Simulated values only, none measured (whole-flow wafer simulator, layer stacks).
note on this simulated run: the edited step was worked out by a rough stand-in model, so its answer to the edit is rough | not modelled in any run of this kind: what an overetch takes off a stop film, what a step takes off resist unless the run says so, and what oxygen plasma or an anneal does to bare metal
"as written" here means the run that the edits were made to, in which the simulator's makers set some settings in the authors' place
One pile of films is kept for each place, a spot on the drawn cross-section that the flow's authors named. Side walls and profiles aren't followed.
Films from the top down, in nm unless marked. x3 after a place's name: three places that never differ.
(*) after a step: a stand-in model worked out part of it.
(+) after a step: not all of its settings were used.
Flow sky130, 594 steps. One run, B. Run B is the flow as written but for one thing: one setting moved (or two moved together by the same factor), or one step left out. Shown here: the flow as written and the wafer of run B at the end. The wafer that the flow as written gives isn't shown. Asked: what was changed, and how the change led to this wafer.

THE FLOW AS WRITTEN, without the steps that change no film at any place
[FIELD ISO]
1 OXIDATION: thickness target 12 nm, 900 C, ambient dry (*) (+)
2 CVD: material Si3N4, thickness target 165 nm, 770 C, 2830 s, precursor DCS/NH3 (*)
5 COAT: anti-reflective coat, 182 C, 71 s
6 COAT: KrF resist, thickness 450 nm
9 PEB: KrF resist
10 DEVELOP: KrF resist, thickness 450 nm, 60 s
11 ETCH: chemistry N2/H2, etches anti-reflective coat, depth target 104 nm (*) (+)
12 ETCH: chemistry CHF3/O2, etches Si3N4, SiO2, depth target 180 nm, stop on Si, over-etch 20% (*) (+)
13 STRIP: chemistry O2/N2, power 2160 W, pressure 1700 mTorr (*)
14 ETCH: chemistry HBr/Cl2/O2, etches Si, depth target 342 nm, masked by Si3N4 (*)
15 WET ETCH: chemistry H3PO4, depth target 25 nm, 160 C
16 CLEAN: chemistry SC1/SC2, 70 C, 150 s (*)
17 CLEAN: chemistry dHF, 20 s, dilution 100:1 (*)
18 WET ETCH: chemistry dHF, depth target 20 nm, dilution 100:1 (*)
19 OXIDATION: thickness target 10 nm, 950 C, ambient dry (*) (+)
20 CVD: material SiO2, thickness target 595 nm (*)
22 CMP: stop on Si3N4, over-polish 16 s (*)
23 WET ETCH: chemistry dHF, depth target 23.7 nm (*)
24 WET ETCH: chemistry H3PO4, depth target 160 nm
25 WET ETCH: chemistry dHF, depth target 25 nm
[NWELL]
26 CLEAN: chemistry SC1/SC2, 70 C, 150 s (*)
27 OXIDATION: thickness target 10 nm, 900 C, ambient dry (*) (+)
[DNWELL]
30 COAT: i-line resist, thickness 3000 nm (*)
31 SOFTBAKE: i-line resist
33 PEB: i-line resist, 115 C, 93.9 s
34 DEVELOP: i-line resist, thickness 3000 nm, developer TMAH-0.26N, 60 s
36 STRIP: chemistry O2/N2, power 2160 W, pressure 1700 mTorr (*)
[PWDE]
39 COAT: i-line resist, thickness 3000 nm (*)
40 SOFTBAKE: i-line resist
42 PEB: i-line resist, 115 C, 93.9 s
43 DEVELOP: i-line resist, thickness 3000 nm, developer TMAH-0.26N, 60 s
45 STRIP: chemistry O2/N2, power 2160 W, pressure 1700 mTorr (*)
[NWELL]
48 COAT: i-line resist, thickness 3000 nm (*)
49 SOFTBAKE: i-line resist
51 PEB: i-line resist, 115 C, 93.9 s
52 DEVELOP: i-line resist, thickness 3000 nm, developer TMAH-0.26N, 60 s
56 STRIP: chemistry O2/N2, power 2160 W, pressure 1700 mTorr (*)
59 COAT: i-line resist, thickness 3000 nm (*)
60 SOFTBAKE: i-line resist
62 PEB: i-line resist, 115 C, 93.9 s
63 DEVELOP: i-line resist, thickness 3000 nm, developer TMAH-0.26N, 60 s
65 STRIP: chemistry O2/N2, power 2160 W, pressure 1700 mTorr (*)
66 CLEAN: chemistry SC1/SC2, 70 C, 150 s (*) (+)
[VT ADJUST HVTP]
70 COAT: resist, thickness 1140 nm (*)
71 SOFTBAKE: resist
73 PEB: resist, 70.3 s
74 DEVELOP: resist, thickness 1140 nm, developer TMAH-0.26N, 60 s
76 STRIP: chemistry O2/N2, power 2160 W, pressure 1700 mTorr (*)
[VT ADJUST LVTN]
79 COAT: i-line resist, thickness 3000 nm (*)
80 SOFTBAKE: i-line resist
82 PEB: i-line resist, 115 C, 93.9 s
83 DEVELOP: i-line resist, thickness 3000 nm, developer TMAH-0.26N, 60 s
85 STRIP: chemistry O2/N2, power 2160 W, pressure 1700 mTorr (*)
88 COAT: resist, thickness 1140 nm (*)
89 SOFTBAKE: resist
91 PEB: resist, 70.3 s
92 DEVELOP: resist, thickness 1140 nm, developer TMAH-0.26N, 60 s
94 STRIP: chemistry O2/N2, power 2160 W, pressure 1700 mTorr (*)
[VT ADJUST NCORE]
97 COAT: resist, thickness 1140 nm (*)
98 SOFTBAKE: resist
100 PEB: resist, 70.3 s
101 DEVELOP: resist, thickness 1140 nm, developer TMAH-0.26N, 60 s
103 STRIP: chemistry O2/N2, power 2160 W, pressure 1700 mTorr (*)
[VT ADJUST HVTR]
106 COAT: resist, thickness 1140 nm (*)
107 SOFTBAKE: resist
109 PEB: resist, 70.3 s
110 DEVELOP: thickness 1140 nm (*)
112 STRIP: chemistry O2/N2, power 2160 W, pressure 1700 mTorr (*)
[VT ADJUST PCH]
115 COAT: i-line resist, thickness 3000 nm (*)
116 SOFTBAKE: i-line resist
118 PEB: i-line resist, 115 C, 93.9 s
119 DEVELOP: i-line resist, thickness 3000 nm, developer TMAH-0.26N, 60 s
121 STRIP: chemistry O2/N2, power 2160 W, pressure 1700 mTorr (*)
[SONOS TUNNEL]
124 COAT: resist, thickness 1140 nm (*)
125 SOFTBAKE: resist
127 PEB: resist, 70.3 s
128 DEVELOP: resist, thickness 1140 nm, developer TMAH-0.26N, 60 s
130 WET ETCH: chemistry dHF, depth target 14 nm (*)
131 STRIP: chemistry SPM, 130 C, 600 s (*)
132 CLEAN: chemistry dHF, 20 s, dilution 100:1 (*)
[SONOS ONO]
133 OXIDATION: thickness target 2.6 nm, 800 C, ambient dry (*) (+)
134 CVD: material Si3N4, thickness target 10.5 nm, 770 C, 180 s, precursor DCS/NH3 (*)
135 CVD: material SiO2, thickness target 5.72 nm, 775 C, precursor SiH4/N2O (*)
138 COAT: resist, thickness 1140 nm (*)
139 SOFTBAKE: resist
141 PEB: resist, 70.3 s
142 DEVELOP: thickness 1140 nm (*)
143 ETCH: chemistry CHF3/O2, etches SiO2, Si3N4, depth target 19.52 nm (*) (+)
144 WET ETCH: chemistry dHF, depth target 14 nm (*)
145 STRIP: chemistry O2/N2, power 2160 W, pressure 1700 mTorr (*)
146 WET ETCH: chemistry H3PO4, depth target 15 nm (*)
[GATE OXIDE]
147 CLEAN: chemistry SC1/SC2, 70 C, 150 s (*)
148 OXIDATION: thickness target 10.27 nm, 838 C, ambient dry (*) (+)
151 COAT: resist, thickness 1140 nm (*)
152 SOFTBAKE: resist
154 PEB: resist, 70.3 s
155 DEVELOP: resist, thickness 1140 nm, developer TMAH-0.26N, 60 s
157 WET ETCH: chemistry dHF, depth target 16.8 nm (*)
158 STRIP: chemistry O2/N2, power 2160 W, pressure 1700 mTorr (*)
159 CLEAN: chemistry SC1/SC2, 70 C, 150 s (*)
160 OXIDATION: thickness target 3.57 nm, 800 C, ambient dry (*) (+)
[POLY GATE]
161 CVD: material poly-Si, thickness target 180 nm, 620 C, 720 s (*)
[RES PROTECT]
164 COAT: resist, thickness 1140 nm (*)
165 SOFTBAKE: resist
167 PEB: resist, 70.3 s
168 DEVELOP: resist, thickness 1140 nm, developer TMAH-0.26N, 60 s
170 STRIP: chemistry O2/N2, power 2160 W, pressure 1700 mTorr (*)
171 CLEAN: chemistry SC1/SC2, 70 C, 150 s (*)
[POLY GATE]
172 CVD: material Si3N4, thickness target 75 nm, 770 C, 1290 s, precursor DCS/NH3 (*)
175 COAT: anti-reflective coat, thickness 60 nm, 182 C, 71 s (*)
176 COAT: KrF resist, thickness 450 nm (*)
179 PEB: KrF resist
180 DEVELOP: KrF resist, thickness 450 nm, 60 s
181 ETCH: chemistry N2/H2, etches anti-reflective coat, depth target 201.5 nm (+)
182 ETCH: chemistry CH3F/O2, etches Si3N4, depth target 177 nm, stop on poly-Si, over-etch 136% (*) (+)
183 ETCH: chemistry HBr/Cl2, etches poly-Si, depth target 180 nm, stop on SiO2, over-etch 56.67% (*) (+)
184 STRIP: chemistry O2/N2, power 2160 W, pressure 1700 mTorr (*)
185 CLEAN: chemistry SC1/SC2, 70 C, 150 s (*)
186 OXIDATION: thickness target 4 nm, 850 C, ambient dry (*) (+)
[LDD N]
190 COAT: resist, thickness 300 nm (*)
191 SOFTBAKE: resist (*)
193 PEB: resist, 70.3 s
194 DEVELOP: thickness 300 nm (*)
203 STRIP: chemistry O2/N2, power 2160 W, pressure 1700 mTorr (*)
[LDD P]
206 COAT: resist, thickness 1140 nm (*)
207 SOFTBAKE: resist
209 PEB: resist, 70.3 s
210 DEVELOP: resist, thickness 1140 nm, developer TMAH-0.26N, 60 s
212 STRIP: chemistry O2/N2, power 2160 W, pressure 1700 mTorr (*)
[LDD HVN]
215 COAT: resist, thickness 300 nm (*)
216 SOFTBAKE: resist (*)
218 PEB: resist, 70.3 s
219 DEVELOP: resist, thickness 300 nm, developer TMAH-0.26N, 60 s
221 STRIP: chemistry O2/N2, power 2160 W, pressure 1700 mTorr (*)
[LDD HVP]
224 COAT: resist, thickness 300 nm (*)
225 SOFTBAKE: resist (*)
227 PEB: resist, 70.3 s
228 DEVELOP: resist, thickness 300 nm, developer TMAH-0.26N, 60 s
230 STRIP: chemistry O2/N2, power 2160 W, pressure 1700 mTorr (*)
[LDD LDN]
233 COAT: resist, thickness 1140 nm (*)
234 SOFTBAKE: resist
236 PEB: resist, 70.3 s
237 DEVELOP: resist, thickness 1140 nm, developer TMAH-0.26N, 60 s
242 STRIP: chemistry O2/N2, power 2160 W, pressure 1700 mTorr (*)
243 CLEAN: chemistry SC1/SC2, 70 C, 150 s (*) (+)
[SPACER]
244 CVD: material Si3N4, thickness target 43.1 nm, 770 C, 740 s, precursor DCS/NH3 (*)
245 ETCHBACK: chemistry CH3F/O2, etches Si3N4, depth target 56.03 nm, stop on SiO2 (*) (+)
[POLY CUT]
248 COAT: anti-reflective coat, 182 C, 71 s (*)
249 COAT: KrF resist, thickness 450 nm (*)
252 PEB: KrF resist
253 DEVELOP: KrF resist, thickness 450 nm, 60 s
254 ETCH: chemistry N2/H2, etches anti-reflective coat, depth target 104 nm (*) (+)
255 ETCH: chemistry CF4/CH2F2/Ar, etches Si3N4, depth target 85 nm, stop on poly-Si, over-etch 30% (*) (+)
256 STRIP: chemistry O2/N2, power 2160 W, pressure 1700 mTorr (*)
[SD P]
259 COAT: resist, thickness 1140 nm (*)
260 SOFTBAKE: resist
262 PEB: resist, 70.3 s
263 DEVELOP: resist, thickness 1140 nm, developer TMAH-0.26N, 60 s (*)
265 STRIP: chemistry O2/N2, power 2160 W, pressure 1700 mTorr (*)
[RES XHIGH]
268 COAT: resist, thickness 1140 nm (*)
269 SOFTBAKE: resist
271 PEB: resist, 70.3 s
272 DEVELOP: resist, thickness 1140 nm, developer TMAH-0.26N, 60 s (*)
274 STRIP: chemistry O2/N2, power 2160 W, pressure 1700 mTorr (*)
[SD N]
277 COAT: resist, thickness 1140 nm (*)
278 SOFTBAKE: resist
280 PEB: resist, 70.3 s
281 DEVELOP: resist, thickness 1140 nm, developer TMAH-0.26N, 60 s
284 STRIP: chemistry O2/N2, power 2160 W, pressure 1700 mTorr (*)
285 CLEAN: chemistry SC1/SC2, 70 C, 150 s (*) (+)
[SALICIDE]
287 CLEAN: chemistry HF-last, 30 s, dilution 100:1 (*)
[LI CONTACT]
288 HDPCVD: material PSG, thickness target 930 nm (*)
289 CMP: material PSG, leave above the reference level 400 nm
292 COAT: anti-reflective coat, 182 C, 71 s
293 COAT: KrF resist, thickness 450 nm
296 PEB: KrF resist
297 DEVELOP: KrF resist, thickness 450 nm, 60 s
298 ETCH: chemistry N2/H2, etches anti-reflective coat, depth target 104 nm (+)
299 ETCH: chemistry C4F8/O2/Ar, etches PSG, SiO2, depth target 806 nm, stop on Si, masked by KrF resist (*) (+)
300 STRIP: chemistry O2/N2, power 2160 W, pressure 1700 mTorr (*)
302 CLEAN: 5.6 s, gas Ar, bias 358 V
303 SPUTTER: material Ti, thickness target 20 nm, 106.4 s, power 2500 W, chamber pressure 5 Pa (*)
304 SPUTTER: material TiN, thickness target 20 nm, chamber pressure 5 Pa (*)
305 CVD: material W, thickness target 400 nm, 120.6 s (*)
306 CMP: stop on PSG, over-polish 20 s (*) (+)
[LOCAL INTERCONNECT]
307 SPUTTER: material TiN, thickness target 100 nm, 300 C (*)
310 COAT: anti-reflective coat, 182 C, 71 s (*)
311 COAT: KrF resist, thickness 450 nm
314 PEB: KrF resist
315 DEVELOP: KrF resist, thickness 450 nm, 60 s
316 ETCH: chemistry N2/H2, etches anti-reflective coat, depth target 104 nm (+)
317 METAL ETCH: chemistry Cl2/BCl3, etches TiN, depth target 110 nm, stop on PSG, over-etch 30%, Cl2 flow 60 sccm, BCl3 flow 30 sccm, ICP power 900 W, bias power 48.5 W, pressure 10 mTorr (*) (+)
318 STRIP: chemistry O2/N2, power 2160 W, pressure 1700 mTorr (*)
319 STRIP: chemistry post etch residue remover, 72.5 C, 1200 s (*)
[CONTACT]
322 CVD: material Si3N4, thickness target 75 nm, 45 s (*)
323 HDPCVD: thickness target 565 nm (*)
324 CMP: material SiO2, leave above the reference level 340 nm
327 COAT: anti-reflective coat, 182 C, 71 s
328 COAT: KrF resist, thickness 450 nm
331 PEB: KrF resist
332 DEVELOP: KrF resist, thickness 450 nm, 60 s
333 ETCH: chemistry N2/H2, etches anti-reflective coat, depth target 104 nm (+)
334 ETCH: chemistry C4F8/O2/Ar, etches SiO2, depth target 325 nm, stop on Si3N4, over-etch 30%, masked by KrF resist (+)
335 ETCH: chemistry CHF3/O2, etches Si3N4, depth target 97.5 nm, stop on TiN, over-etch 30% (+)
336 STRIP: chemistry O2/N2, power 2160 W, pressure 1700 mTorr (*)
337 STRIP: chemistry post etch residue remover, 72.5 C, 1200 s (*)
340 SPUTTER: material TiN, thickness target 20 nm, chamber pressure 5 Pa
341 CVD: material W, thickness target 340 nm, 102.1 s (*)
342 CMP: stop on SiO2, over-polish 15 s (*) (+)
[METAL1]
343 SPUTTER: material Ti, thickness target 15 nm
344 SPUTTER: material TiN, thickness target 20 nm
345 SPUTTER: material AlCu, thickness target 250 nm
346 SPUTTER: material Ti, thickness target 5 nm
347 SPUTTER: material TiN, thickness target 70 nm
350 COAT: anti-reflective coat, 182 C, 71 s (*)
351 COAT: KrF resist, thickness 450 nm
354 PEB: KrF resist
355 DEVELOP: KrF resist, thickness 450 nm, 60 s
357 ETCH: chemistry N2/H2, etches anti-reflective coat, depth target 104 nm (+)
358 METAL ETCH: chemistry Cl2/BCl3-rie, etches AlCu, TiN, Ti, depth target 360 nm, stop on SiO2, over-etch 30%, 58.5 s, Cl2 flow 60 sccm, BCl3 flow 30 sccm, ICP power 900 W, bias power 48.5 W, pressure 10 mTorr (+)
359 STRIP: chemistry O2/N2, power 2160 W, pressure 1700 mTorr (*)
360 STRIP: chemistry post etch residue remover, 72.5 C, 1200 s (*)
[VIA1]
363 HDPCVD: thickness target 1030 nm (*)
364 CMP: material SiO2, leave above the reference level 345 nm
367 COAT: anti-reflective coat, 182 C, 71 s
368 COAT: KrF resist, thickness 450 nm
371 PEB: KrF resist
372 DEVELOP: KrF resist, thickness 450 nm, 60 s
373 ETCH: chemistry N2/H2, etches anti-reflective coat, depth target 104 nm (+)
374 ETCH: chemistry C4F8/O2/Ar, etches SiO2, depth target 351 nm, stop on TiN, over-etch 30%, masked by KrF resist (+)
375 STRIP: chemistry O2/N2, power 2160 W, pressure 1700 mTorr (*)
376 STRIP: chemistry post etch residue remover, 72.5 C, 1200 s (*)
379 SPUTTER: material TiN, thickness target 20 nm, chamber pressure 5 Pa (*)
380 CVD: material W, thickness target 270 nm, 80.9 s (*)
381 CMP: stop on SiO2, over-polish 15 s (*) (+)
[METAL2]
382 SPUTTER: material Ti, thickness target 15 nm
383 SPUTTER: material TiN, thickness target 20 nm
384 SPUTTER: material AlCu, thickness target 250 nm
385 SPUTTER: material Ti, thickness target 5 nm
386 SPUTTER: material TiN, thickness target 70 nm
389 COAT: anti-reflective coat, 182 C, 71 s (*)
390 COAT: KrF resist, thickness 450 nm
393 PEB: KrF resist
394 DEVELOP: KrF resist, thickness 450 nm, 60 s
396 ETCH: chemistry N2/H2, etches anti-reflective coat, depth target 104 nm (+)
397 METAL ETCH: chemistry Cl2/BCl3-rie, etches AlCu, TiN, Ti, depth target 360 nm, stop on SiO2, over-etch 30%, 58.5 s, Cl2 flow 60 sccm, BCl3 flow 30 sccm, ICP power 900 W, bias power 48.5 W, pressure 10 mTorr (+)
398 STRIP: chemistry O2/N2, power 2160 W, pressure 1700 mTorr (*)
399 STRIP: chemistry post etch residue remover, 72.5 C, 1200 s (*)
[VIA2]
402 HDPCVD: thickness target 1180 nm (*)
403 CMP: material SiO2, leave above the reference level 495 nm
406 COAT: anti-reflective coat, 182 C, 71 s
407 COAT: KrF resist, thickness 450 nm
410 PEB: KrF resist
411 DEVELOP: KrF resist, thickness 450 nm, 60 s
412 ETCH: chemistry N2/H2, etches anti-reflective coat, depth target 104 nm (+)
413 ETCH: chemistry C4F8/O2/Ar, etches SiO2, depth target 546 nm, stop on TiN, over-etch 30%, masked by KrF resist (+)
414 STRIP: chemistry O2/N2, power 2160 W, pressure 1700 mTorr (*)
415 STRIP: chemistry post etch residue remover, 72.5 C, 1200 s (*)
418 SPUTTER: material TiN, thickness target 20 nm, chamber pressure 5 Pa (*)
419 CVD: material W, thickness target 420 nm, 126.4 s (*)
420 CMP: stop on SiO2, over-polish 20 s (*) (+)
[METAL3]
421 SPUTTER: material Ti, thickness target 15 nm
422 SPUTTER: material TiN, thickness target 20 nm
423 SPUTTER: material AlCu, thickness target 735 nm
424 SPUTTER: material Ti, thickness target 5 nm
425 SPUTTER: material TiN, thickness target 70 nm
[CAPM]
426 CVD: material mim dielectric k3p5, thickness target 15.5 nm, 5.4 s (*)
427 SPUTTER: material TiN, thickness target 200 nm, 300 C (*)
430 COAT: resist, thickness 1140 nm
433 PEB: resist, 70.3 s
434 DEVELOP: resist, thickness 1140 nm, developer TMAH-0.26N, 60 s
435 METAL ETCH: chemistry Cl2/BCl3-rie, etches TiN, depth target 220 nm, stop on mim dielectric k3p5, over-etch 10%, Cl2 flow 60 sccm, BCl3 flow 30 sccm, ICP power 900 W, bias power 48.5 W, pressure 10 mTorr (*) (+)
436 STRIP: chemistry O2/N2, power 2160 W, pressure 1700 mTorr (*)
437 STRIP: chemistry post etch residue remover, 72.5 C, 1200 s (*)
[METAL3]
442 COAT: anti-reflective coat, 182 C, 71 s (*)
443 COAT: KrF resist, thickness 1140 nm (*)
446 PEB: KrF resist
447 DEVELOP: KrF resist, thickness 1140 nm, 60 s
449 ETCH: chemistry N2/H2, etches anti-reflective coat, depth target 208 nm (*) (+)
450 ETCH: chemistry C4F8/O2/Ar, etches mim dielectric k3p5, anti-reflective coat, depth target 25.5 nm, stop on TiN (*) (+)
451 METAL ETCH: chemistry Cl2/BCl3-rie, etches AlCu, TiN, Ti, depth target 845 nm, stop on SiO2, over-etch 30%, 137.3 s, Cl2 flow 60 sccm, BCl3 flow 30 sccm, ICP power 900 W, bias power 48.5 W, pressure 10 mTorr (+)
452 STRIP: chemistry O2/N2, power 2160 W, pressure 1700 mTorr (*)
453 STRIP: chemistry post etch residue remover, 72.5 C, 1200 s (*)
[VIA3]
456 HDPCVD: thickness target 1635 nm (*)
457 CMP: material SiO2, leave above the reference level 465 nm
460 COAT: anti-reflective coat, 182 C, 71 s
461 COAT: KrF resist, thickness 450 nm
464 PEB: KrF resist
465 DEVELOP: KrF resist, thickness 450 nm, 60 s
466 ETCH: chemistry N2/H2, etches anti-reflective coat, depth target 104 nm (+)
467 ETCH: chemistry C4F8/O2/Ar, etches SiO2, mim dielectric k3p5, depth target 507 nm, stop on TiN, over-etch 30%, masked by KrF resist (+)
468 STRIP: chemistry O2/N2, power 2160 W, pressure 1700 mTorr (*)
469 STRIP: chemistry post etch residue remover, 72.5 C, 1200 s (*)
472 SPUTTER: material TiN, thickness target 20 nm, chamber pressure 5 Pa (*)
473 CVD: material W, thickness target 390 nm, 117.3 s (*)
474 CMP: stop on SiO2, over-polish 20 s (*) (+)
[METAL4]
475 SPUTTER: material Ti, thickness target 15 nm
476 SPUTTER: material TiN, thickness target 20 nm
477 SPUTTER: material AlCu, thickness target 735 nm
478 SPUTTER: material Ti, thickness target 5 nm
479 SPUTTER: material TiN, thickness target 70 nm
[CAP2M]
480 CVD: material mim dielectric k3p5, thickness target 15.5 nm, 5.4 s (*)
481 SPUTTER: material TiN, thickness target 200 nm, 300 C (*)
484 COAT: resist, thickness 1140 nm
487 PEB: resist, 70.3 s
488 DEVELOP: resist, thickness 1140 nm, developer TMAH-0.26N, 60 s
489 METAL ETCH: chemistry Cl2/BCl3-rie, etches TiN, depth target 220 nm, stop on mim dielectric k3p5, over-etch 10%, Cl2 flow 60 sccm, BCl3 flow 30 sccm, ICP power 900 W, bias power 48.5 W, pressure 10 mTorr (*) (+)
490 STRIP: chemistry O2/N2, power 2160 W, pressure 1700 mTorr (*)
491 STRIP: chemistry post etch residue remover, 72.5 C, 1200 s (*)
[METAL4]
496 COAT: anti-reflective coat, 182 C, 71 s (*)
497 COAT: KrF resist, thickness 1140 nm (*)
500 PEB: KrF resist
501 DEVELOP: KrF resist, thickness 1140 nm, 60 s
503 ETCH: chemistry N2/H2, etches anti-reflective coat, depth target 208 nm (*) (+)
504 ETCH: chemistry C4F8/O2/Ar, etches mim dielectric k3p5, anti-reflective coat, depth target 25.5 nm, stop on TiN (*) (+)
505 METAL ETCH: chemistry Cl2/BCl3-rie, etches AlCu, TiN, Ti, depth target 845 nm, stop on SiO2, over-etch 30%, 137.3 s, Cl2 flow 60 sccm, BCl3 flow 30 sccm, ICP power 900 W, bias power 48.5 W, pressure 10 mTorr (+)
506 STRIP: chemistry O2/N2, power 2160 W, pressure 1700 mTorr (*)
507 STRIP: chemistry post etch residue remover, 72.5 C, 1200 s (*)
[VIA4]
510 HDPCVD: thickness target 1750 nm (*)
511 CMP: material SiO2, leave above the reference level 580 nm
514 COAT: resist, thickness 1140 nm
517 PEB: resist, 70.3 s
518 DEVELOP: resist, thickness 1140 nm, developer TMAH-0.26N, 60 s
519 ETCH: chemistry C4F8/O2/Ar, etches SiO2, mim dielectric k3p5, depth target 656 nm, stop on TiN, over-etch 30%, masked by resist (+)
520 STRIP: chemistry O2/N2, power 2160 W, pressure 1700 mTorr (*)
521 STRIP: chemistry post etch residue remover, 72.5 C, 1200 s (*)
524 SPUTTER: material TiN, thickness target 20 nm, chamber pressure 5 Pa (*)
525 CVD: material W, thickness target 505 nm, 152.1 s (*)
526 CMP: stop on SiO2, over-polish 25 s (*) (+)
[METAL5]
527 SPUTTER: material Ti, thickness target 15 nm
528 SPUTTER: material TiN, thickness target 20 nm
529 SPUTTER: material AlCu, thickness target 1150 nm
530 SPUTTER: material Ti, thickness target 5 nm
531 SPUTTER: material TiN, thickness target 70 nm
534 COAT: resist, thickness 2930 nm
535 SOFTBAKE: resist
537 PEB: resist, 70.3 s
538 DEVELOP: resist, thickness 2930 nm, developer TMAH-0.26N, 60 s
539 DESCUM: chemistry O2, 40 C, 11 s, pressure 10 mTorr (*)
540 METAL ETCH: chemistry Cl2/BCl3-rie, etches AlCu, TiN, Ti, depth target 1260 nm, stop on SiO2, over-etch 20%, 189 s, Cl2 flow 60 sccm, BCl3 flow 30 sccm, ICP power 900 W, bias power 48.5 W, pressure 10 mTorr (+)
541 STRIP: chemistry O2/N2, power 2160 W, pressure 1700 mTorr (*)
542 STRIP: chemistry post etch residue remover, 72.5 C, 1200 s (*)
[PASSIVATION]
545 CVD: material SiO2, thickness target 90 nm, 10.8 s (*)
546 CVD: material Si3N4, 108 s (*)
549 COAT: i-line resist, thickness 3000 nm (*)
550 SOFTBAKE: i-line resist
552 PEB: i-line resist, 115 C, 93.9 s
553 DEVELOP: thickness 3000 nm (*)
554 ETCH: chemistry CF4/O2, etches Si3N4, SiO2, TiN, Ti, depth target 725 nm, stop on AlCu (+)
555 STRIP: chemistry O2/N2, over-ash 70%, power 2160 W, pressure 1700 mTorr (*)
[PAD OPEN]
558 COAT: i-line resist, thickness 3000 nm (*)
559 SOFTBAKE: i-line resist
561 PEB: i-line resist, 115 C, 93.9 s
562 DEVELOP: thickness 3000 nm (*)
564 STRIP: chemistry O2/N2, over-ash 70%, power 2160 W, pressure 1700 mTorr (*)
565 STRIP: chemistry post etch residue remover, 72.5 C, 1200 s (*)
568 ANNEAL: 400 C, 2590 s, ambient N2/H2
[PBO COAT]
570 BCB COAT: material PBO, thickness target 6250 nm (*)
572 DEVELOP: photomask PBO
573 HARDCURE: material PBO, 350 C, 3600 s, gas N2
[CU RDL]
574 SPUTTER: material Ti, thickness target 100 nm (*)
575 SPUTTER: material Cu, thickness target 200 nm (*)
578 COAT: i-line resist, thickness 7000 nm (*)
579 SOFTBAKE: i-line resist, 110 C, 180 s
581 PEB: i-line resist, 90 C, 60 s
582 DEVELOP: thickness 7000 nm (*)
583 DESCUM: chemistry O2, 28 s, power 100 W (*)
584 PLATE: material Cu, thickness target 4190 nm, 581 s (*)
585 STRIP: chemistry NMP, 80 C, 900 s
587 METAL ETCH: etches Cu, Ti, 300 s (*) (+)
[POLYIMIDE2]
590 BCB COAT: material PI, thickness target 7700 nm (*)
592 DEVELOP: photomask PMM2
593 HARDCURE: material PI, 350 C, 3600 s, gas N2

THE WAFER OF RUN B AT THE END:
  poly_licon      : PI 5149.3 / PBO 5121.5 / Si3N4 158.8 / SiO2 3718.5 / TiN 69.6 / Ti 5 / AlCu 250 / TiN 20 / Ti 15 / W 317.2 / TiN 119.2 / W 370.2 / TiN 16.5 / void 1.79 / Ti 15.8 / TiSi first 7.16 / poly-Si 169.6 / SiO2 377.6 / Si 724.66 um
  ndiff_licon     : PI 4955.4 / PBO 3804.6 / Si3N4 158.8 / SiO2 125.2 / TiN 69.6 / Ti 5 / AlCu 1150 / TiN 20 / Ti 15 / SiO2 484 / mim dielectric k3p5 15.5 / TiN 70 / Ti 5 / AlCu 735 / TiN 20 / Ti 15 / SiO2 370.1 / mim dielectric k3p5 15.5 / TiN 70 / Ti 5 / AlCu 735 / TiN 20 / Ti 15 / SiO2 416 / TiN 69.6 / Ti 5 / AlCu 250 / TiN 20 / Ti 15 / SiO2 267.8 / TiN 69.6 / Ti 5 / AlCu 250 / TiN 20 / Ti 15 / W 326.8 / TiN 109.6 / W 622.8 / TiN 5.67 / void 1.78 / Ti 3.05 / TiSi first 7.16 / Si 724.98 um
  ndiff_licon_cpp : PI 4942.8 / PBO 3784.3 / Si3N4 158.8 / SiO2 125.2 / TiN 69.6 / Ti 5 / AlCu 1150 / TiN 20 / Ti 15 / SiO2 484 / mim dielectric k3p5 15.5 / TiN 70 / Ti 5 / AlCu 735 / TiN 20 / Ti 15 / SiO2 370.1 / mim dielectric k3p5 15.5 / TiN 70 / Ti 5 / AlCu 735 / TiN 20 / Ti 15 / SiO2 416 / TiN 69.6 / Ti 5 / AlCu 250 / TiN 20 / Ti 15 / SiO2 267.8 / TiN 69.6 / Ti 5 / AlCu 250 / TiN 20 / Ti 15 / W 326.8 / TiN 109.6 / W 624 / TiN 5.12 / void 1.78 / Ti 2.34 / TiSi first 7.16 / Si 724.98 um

The cause: step 304, SPUTTER: thickness target 16.5 nm was run, where the flow has thickness target 20 nm.
It can be read off the wafer: poly_licon has TiN 16.5, and step 304 as written asks for 20 nm.

How the change led to this, step by step:
  304 SPUTTER: material TiN, thickness target 20 nm, chamber pressure 5 Pa (*)
      field, active, n_well and 185 more: TiN +16.5 (new film) (as written it would be: TiN +20 (new film))
      ndiff_licon: TiN +5.67 (new film) (as written it would be: TiN +6.83 (new film))
      (and at 2 more places)
  306 CMP: stop on PSG, over-polish 20 s (*) (+)
      field, active, n_well and 184 more: W -400 (all of it), TiN -16.5 (all of it), Ti -20 (all of it), PSG -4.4 (as written it would be: W -400 (all of it), TiN -20 (all of it), Ti -20 (all of it), PSG -4.4)
      poly_licon: W -29.8 (as written it would be: W -33.3)
